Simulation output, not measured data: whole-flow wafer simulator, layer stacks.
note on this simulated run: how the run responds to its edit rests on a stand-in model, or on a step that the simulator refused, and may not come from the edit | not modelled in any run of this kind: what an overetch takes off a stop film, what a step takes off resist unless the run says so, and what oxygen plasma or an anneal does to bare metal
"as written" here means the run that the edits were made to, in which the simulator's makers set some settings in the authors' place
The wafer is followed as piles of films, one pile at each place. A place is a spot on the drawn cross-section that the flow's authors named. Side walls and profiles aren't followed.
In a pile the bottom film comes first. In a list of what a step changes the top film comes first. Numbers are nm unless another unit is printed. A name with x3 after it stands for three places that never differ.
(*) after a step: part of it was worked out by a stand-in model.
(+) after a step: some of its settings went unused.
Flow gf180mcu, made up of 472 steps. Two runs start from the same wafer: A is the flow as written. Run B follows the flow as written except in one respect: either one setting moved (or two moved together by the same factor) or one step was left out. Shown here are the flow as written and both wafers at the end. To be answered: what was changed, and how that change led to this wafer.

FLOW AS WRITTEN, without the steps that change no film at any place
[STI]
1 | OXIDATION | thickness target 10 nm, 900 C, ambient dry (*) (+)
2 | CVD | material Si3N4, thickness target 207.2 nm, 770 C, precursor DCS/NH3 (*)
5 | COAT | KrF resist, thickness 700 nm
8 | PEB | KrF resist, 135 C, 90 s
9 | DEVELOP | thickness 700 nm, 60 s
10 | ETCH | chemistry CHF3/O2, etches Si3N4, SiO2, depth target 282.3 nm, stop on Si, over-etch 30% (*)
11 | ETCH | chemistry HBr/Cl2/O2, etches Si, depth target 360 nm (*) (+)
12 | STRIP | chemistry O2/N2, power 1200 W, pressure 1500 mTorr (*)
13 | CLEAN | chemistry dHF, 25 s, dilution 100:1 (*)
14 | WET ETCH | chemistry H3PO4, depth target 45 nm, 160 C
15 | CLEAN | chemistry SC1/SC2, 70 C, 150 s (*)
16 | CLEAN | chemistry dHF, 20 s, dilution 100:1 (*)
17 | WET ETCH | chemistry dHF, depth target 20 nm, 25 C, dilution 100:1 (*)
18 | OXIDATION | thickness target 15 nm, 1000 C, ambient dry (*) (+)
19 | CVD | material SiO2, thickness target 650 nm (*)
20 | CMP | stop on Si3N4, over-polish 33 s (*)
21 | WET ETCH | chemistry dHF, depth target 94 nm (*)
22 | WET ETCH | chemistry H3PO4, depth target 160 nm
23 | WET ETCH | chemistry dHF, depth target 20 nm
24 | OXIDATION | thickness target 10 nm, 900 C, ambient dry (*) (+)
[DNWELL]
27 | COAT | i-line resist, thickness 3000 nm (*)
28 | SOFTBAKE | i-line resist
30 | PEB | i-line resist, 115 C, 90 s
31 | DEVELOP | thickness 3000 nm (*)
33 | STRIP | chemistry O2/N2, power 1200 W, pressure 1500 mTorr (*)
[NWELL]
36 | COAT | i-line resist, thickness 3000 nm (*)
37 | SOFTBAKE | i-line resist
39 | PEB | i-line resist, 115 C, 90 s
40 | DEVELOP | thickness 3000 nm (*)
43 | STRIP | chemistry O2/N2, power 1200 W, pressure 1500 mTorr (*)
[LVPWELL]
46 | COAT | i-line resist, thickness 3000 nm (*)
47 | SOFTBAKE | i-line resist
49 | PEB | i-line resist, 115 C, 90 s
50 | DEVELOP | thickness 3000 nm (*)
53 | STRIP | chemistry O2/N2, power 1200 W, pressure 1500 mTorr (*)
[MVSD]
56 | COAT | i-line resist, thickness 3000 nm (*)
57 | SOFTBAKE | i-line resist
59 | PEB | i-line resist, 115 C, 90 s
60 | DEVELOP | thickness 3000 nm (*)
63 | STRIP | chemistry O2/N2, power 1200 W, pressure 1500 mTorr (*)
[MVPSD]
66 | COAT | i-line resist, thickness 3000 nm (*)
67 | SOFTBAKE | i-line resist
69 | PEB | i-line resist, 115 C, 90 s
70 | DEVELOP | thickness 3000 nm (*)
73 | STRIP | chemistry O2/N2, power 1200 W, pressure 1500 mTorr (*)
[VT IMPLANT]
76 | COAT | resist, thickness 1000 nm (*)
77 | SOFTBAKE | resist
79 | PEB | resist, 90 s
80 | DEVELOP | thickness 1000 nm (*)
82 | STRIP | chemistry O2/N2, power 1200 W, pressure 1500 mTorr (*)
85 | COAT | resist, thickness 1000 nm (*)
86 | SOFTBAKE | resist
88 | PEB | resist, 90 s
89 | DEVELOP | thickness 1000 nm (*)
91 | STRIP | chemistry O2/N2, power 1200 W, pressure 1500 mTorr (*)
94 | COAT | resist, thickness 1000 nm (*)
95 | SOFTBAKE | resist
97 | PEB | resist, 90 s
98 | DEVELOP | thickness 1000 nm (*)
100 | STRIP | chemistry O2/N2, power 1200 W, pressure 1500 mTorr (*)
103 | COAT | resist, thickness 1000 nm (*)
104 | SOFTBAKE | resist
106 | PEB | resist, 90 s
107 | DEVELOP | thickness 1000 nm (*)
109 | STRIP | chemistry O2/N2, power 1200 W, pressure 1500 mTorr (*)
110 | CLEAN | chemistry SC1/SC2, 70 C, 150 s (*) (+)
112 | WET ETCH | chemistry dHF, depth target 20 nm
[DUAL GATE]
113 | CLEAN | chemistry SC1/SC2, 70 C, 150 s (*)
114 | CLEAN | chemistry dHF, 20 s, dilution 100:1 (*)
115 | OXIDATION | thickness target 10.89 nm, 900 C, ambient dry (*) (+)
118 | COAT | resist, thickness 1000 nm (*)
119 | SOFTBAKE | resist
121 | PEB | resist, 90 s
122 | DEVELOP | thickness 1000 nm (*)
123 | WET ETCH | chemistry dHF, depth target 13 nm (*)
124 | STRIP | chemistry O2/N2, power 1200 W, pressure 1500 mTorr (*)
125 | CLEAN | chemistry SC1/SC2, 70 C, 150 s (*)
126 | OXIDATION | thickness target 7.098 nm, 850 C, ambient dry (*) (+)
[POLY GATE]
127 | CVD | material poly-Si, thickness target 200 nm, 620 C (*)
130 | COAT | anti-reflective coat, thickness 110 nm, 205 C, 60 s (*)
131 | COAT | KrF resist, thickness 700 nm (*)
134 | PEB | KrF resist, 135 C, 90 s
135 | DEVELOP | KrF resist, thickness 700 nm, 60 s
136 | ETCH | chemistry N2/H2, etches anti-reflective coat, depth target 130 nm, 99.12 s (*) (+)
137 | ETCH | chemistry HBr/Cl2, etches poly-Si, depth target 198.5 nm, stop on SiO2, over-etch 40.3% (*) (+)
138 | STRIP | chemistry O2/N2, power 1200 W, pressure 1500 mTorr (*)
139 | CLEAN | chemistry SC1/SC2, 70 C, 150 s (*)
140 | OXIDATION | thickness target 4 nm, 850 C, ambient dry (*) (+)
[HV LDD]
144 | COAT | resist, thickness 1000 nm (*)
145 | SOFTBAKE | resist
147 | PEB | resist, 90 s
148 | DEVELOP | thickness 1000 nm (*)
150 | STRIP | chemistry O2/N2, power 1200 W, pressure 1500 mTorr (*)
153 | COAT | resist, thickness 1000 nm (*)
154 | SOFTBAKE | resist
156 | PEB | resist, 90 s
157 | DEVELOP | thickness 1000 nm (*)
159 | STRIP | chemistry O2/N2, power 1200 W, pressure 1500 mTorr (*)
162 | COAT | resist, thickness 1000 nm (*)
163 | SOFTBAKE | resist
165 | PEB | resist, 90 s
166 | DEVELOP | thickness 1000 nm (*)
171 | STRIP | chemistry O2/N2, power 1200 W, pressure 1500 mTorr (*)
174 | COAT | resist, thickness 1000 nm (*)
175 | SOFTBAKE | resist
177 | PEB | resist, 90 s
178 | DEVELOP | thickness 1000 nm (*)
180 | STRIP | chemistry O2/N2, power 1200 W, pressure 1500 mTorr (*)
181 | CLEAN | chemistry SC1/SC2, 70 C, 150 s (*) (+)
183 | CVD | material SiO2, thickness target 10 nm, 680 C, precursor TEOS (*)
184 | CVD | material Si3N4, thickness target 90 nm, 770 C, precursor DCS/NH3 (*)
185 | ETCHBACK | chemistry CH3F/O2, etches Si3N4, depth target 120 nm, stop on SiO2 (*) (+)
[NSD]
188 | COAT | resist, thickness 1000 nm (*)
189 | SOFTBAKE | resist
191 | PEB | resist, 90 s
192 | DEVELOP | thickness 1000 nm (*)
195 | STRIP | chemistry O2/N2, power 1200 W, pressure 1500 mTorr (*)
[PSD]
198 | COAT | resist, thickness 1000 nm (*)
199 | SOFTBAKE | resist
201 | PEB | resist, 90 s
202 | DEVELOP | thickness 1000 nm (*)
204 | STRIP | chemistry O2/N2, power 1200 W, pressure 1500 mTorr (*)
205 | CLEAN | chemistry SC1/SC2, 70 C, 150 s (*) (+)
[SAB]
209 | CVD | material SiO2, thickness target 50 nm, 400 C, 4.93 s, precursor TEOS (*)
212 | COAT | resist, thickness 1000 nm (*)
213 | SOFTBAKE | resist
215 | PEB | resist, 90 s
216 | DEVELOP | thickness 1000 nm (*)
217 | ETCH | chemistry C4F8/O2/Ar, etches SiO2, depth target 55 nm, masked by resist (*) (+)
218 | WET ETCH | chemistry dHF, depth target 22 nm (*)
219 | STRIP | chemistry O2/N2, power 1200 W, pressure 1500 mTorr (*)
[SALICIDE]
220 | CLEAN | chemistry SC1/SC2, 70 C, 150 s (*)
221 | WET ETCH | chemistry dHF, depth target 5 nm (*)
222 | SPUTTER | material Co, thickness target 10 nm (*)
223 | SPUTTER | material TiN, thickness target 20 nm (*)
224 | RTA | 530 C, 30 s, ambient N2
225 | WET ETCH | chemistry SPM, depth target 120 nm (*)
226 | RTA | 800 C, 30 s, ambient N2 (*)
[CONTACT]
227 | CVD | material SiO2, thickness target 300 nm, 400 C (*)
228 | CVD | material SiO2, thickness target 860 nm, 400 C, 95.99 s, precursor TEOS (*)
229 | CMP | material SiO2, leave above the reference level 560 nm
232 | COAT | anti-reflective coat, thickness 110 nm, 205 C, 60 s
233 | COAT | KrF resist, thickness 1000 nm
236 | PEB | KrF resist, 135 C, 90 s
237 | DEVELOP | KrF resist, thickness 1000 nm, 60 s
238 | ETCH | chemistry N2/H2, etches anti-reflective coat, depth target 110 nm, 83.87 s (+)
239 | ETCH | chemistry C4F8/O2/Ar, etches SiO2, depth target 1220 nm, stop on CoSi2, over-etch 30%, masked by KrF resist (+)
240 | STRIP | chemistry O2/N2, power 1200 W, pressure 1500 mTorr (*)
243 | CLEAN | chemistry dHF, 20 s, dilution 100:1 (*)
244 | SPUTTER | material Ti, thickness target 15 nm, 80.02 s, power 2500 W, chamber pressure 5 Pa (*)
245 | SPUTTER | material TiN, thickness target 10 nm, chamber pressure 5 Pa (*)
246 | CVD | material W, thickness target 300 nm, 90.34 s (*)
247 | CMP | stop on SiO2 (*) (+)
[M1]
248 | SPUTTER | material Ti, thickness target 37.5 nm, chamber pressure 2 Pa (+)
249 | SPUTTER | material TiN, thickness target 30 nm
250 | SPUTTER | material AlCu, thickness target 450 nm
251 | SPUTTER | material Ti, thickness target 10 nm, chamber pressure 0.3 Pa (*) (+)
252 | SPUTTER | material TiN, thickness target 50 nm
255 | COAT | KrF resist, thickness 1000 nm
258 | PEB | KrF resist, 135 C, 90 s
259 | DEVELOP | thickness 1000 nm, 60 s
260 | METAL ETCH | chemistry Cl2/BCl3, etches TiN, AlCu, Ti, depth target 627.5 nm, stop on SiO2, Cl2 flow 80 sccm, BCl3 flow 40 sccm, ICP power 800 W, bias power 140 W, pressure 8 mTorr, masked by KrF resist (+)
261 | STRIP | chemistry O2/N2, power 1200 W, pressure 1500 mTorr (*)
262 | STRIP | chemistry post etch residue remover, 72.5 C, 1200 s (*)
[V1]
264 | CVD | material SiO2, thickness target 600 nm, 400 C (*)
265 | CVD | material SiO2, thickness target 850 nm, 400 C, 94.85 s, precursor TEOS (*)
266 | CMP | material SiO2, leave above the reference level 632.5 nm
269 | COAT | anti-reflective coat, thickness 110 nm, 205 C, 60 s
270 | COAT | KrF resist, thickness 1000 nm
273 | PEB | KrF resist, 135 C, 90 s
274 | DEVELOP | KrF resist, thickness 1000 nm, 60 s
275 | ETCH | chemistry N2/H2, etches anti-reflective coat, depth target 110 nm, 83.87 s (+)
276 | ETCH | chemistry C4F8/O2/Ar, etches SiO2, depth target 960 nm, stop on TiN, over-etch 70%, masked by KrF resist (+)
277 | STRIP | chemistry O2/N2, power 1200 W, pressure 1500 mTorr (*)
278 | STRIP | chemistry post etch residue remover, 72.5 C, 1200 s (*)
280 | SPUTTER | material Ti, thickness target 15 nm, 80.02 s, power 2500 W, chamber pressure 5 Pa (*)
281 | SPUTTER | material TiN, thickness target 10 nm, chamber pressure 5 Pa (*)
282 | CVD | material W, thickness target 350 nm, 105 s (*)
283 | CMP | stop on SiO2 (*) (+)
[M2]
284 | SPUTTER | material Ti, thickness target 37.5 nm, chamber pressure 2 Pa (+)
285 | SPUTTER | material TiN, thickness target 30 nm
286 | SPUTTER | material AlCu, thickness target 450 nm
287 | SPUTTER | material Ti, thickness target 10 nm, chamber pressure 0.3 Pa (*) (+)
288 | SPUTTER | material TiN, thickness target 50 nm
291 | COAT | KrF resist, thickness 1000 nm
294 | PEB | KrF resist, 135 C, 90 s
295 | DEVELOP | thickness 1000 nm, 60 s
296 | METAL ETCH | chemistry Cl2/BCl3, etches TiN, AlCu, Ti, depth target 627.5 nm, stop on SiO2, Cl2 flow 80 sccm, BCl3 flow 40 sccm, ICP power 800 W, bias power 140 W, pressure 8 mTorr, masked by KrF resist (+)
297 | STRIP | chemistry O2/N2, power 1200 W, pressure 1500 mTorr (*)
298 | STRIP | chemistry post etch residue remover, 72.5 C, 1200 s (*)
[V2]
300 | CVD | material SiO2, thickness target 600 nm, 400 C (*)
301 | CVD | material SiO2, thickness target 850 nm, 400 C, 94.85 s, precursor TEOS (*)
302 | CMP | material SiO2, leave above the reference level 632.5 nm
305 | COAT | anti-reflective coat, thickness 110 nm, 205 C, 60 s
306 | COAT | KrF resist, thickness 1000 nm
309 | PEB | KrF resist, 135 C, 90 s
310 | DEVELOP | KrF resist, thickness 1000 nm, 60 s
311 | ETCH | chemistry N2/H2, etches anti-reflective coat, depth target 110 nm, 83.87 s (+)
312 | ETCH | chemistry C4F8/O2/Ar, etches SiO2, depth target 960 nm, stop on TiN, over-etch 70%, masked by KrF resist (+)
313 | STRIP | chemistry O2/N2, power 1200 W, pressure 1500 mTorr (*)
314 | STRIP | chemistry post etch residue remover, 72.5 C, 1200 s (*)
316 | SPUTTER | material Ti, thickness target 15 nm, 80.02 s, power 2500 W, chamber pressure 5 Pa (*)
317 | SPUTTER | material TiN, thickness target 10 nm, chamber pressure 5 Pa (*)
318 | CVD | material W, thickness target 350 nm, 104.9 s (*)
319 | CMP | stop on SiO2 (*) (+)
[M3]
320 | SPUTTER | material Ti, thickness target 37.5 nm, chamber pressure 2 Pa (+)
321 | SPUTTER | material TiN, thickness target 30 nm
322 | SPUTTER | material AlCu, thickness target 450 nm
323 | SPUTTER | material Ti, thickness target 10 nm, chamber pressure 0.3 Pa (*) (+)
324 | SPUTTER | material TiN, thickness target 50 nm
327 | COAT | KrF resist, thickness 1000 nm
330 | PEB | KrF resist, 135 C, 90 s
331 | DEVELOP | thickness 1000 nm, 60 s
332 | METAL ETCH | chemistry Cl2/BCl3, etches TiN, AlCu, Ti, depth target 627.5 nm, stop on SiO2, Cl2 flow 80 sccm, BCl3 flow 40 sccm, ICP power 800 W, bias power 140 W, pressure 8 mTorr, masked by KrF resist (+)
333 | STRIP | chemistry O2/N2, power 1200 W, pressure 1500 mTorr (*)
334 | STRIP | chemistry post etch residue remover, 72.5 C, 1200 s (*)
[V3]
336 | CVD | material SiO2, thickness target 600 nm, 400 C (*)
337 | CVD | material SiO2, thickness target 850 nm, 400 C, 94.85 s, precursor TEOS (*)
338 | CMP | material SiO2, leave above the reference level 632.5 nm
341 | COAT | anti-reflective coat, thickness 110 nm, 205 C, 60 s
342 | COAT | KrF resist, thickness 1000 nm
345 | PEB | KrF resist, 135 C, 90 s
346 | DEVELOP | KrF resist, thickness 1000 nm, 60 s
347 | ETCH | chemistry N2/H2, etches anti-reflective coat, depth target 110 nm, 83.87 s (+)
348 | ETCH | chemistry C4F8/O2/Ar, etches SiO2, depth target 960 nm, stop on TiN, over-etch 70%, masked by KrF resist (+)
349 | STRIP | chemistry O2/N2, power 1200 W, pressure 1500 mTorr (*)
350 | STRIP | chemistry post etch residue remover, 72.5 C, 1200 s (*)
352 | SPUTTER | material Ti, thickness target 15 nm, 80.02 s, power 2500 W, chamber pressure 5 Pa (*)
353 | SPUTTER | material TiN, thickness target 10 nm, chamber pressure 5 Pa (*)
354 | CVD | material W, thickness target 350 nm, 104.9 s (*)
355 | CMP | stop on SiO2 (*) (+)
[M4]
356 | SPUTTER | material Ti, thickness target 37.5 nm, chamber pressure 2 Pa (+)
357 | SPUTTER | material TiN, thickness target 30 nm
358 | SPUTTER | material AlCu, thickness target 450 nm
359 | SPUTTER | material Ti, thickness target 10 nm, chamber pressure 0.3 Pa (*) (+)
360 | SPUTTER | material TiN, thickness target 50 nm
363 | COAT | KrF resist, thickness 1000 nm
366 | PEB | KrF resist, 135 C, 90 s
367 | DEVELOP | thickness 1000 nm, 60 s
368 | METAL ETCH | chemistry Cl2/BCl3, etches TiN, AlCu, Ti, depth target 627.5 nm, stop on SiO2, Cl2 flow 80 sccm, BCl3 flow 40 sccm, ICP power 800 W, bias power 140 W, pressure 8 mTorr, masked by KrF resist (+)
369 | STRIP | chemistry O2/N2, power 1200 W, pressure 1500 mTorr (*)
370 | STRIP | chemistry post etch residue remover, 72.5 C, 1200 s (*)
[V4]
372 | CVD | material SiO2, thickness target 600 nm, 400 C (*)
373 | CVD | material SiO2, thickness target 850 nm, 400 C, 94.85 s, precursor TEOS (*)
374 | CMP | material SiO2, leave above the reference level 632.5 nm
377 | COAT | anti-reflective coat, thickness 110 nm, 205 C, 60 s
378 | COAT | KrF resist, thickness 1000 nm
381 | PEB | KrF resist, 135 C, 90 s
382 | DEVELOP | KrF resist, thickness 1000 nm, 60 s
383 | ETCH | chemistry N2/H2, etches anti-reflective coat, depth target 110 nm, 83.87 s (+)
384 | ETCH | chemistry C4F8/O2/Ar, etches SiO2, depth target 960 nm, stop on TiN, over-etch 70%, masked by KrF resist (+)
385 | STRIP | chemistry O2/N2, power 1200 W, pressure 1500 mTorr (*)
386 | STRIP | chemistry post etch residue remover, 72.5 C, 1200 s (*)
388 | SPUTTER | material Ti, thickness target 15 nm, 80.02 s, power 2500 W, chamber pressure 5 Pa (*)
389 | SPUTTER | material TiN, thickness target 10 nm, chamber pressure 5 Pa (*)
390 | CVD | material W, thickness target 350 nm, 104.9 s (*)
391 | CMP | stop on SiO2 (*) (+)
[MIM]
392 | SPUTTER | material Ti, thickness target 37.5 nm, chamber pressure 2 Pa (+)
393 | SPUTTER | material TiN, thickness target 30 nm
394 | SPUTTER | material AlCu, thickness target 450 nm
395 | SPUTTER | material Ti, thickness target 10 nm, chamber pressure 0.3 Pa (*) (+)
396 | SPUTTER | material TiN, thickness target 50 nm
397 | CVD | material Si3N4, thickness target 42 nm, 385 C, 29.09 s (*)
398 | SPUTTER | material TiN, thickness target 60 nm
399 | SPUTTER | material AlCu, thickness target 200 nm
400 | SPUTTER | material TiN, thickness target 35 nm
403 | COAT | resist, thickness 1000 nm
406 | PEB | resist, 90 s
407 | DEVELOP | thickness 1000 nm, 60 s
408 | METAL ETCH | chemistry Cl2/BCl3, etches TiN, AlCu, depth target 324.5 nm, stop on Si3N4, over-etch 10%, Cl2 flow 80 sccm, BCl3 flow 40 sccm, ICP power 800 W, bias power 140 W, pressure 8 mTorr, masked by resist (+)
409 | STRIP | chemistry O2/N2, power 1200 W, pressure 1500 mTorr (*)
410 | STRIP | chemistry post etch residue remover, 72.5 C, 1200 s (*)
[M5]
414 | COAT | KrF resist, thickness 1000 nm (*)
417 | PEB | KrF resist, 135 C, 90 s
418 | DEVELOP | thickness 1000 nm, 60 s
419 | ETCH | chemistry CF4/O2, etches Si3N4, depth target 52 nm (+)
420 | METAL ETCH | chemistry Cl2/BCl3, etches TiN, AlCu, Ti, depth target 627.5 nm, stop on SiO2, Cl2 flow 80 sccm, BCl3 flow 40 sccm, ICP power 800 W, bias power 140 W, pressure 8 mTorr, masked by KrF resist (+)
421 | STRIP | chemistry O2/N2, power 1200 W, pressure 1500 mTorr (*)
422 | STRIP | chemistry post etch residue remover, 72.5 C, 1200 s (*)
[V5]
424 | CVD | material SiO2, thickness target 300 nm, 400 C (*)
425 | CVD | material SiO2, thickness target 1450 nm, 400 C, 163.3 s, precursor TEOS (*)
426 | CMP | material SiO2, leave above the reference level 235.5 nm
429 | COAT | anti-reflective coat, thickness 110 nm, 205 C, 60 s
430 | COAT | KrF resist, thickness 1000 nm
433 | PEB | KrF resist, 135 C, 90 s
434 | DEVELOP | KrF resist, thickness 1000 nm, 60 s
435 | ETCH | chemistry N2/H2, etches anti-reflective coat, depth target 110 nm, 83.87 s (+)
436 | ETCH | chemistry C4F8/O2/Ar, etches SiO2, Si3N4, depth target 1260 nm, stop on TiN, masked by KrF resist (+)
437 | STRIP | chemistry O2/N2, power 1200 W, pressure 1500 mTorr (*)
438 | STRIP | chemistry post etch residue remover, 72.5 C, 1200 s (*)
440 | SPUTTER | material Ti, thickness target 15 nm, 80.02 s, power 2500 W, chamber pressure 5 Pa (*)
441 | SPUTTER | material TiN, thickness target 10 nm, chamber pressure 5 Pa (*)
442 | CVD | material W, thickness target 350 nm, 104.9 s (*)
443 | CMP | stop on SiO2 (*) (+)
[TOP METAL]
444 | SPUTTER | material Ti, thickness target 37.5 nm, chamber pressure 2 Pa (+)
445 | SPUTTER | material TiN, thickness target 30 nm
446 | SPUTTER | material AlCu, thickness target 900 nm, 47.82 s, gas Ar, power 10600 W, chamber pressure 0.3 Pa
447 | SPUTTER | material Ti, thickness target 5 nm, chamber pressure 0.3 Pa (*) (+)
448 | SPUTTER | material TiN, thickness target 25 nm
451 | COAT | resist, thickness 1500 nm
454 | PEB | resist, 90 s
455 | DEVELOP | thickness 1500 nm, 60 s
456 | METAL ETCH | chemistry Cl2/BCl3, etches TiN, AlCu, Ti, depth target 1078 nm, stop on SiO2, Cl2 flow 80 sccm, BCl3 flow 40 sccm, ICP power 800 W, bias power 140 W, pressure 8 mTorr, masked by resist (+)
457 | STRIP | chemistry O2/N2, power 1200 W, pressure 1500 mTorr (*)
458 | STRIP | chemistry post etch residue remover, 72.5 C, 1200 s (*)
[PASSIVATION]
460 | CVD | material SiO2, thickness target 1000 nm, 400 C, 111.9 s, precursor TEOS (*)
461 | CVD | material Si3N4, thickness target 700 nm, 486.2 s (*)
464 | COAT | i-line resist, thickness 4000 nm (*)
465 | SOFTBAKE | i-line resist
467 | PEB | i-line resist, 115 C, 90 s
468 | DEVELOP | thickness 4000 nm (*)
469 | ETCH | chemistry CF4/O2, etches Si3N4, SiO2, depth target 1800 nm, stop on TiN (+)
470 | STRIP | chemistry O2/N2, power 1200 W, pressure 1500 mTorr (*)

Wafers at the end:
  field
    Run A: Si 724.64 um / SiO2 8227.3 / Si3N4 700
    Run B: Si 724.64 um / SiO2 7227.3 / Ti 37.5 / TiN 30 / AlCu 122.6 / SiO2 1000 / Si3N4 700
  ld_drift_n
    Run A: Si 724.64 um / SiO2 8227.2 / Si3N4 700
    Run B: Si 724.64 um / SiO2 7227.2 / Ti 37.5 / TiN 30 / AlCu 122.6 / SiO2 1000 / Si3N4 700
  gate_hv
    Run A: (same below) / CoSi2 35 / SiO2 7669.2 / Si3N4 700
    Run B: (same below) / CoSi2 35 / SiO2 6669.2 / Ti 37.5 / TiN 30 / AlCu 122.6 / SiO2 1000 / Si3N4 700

What caused this: step 446, SPUTTER: 62.17 s was run, though the flow has 47.82 s.

Step by step, how the change led to this:
  446 | SPUTTER | material AlCu, thickness target 900 nm, 47.82 s, gas Ar, power 10600 W, chamber pressure 0.3 Pa
      field, field__w1, field__w2 and 109 more: A +900 AlCu (new film) | B +1175.8 AlCu (new film)
  456 | METAL ETCH | chemistry Cl2/BCl3, etches TiN, AlCu, Ti, depth target 1078 nm, stop on SiO2, Cl2 flow 80 sccm, BCl3 flow 40 sccm, ICP power 800 W, bias power 140 W, pressure 8 mTorr, masked by resist (+)
      field, field__w1, field__w2 and 103 more: A -25 TiN (all of it), -5 Ti (all of it), -900 AlCu (all of it), -30 TiN (all of it), -37.5 Ti (all of it) | B -25 TiN (all of it), -5 Ti (all of it), -1047.5 AlCu
  458 | STRIP | chemistry post etch residue remover, 72.5 C, 1200 s (*)
      field, field__w1, field__w2 and 103 more: A nothing | B -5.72 AlCu
  460 | CVD | material SiO2, thickness target 1000 nm, 400 C, 111.9 s, precursor TEOS (*)
      field, field__w1, field__w2 and 103 more: A +1000 SiO2 | B +1000 SiO2 (new film)
  464 | COAT | i-line resist, thickness 4000 nm (*)
      field__w8: A +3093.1 i-line resist (new film) | B +3018.1 i-line resist (new film)
      contact: A +3153.6 i-line resist (new film) | B +3059.2 i-line resist (new film)
      (and at 4 other places as well)
  465 | SOFTBAKE | i-line resist
      field__w5, field__w9: A +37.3 i-line resist | B +34.2 i-line resist
      field__w11, field__w13: A +37.9 i-line resist | B +35.5 i-line resist
      (and at 56 other places as well)
  467 | PEB | i-line resist, 115 C, 90 s
      field__w8, m1__w1: A -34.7 i-line resist | B -33.3 i-line resist
      contact, m1: A -35.1 i-line resist | B -33.6 i-line resist
      (and at 2 other places as well)
  468 | DEVELOP | thickness 4000 nm (*)
      pad: A -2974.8 i-line resist (all of it) | B -2889.9 i-line resist (all of it)
  470 | STRIP | chemistry O2/N2, power 1200 W, pressure 1500 mTorr (*)
      field__w8, m1__w1: A -1787.7 i-line resist (all of it) | B -1705.3 i-line resist (all of it)
      contact: A -1811.2 i-line resist (all of it) | B -1722 i-line resist (all of it)
      (and at 2 other places as well)
Taking metal films that touch as one body, field has 1 body; the flow as written gives 0 bodies.
Taking metal films that touch as one body, ld_drift_n has 1 body; the flow as written gives 0 bodies.
Taking metal films that touch as one body, gate_hv has 2 bodies (between them, from the top down: SiO2 6669.2); the flow as written gives 1 body.
